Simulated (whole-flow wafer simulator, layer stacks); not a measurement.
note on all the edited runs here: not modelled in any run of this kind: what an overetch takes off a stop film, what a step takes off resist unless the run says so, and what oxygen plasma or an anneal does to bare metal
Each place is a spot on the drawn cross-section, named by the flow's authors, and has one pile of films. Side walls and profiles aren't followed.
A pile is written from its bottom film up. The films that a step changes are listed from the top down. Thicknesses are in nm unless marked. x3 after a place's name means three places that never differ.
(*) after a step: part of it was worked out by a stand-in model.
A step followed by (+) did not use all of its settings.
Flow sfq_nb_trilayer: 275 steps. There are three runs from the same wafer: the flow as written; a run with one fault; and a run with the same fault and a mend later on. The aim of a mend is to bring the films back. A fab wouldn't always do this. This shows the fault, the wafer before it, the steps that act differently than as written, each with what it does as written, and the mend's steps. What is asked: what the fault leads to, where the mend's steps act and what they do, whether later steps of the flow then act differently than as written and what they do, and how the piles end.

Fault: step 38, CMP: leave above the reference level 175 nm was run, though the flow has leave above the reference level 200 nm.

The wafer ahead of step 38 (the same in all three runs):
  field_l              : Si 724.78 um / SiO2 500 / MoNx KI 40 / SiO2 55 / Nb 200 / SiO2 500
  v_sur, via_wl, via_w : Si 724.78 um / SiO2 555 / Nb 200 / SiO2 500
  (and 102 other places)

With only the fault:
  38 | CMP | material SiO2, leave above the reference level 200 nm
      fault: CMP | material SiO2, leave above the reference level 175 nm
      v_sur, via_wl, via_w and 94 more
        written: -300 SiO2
        fault: -325 SiO2
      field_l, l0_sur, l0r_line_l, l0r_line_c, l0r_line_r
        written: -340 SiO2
        fault: -365 SiO2
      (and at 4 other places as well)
  Later steps of the flow acting differently than as written (not shown: 3 more steps that differ only slightly, by at most 2% or 0.5 nm, whichever is larger):
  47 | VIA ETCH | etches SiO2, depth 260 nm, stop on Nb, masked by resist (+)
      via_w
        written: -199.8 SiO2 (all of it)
        fault: -174.8 SiO2 (all of it)
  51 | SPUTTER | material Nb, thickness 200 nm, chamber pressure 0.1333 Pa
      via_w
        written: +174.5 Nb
        fault: +179.7 Nb
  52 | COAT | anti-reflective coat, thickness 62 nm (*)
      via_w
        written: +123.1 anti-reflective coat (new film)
        fault: +116.2 anti-reflective coat (new film)
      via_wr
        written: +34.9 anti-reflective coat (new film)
        fault: +33.8 anti-reflective coat (new film)
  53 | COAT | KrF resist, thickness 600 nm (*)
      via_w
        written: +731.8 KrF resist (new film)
        fault: +712.1 KrF resist (new film)
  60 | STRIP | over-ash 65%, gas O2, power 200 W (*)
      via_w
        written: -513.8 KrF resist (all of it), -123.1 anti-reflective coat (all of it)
        fault: -494.2 KrF resist (all of it), -116.2 anti-reflective coat (all of it)
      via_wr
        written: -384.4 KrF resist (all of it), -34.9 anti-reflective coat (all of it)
        fault: -388.2 KrF resist (all of it), -33.8 anti-reflective coat (all of it)
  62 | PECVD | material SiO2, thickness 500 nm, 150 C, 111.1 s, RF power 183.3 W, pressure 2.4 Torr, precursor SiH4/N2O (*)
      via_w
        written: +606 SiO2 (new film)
        fault: +551.3 SiO2 (new film)
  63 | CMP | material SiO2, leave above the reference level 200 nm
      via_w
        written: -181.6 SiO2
        fault: -157.1 SiO2
  The piles end different from the flow's at v_sur, via_wl, via_w and 30 more by more than 2% or 0.5 nm, whichever is larger.
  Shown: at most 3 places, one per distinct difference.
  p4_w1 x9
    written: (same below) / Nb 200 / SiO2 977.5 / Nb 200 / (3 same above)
    fault: (same below) / Nb 200 / SiO2 952.5 / Nb 200 / (3 same above)
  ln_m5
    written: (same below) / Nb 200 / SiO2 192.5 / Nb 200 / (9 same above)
    fault: (same below) / Nb 200 / SiO2 167.5 / Nb 200 / (9 same above)
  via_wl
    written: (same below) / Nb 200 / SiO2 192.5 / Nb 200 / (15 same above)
    fault: (same below) / Nb 200 / SiO2 167.5 / Nb 200 / (15 same above)

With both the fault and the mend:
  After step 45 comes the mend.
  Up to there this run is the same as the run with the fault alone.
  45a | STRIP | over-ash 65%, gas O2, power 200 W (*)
      field_l, v_sur, via_wl and 102 more
        -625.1 KrF resist (all of it), -62 anti-reflective coat (all of it)
      via_w
        -62 anti-reflective coat (all of it)
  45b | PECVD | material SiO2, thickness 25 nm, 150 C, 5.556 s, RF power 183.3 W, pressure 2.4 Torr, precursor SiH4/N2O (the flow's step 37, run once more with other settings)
      field_l, v_sur, via_wl and 103 more
        +25 SiO2
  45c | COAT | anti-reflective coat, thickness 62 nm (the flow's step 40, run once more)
      field_l, v_sur, via_wl and 103 more
        +62 anti-reflective coat (new film)
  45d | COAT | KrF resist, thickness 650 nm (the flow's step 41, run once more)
      field_l, v_sur, via_wl and 103 more
        +650 KrF resist (new film)
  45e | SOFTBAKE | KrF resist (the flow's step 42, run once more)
      leaves every film unchanged at each place that is followed
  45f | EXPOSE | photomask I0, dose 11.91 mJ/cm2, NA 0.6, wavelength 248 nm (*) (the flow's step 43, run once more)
      leaves every film unchanged at each place that is followed
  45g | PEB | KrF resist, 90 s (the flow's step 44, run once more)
      field_l, v_sur, via_wl and 103 more
        -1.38 KrF resist
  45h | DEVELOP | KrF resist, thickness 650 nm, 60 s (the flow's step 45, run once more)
      field_l, v_sur, via_wl and 102 more
        -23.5 KrF resist
      via_w
        -648.6 KrF resist (all of it)
  None of the later steps of the flow differs from how it acts as written, at any place that is followed, by more than 2% or 0.5 nm, whichever is larger.
  The piles end only slightly different from the flow's at the places that both follow, by no more than 2% or 0.5 nm, whichever is larger.
